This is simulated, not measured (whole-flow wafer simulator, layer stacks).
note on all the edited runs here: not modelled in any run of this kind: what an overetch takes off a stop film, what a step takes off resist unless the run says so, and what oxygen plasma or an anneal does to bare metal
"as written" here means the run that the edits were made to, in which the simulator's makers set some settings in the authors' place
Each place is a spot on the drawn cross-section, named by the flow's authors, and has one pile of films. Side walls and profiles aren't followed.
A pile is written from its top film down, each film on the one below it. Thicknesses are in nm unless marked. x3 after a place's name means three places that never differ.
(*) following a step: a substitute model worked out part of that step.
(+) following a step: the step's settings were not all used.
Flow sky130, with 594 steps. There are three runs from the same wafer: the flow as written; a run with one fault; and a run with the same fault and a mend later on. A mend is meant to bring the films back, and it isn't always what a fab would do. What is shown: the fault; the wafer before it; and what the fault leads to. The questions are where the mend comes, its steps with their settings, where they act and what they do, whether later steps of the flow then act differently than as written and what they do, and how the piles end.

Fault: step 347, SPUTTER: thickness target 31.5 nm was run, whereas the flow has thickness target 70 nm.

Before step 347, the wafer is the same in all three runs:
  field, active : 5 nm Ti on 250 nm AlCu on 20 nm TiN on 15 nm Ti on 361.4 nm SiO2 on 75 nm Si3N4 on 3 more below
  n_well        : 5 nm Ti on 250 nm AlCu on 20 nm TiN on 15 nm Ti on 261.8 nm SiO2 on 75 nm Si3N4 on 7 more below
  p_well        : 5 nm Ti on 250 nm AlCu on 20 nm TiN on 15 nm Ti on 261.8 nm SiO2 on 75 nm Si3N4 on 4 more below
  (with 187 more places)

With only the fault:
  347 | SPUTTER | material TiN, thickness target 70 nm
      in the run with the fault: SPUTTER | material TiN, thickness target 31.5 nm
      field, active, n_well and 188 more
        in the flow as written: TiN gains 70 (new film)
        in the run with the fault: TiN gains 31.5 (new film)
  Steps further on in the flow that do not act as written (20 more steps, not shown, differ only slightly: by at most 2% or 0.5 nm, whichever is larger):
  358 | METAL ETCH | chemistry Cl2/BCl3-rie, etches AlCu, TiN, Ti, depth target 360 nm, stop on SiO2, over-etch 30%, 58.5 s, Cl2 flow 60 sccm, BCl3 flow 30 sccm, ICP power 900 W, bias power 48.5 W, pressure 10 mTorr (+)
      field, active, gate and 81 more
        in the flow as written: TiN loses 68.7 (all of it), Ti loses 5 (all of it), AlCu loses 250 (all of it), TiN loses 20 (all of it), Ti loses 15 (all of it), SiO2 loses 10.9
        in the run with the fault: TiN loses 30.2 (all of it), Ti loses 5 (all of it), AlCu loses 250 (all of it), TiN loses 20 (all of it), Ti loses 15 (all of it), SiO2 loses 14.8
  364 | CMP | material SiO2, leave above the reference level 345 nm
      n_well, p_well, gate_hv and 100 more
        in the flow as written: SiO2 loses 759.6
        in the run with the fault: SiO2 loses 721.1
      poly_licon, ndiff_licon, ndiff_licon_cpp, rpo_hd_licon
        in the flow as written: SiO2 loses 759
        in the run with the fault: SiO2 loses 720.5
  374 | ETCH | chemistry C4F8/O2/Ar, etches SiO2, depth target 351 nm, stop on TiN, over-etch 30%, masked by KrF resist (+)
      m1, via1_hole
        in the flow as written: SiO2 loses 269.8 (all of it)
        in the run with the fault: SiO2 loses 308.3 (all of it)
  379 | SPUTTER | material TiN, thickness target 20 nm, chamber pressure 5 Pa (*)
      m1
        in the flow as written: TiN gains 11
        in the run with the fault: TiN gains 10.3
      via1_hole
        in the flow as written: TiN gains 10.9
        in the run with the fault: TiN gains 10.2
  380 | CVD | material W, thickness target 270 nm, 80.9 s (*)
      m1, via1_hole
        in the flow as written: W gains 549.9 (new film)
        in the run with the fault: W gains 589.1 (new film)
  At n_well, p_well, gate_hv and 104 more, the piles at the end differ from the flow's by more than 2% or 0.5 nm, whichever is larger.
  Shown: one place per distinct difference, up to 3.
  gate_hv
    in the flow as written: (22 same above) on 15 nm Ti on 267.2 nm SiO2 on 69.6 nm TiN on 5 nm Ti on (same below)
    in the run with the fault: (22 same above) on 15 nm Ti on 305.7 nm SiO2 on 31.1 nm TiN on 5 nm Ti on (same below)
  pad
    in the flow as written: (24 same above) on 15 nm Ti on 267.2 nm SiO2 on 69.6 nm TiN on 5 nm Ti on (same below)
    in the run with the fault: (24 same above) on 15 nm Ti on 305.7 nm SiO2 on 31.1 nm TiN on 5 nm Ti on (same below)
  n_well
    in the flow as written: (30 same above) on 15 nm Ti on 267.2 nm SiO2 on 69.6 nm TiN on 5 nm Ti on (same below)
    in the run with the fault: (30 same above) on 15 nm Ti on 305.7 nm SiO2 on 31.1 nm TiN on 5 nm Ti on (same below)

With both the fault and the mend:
  The mend stands after step 347.
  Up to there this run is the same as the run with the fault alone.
  347a | SPUTTER | material TiN, thickness target 38.5 nm (the flow's step 347, run once more with other settings)
      field, active, n_well and 188 more
        TiN gains 38.5
  None of the later steps of the flow differs from how it acts as written, at any place that is followed, by more than 2% or 0.5 nm, whichever is larger.
  The piles end the same as the flow's at every place that both follow.
